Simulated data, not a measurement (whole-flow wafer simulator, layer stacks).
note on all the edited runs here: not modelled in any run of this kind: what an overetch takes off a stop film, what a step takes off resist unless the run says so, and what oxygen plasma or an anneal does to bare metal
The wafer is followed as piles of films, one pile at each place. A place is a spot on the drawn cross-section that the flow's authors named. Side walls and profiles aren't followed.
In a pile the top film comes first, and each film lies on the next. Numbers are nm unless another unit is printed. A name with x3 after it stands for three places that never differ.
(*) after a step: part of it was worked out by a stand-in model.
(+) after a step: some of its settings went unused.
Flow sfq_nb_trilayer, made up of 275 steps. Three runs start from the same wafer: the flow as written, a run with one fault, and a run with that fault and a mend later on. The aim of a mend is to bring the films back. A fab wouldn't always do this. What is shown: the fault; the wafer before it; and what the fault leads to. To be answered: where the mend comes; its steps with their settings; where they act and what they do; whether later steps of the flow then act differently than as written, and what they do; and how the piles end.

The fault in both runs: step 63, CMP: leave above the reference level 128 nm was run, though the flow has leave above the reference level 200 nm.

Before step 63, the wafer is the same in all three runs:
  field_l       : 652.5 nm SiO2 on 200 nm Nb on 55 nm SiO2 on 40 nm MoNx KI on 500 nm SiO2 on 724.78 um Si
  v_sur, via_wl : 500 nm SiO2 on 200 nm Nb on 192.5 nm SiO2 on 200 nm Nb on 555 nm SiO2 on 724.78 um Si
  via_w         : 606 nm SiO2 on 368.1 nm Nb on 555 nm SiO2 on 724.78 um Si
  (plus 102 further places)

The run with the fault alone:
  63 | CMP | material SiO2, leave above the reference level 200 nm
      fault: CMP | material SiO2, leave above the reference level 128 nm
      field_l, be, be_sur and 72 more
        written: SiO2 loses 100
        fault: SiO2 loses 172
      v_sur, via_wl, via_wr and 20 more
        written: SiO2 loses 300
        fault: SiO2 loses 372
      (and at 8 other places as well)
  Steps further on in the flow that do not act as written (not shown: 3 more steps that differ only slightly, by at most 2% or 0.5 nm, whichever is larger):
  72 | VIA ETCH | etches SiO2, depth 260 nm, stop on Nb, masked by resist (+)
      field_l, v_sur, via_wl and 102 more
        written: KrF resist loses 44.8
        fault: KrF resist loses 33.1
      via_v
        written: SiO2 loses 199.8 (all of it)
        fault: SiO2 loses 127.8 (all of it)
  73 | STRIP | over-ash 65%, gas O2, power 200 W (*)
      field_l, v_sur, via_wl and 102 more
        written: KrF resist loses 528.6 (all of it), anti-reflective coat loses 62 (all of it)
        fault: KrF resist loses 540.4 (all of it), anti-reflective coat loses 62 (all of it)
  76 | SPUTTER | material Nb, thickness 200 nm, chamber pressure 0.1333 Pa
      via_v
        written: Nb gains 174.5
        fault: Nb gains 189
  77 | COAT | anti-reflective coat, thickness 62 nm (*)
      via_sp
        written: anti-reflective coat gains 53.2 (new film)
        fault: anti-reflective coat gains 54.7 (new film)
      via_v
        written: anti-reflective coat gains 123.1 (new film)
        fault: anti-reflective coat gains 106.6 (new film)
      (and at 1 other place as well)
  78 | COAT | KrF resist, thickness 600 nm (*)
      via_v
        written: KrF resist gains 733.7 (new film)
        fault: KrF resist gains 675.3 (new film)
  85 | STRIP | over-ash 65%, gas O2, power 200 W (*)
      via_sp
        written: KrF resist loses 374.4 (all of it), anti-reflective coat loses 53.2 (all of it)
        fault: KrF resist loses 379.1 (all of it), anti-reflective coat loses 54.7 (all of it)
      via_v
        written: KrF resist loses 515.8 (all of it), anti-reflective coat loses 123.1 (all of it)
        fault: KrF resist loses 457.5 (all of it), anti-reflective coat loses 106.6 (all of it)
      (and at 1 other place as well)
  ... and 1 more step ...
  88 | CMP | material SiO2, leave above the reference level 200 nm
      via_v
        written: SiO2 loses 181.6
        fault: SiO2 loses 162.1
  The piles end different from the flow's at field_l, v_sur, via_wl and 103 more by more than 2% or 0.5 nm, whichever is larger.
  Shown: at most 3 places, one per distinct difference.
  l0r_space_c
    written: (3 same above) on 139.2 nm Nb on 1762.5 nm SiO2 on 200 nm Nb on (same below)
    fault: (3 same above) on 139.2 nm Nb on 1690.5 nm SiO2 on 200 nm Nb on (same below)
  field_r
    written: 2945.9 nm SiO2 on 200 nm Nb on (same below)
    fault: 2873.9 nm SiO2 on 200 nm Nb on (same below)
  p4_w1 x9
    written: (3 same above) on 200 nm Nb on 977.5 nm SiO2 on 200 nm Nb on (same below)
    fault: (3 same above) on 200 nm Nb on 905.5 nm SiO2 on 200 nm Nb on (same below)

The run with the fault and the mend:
  After step 64 comes the mend.
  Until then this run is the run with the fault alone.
  64a | PECVD | material SiO2, thickness 72 nm, 150 C, 16 s, RF power 183.3 W, pressure 2.4 Torr, precursor SiH4/N2O (a further turn of the flow's step 62, with different settings)
      field_l, v_sur, via_wl and 103 more
        SiO2 gains 72
  None of the later steps of the flow acts differently than as written at any place that is followed.
  At every place that both follow, the piles at the end match the flow's.
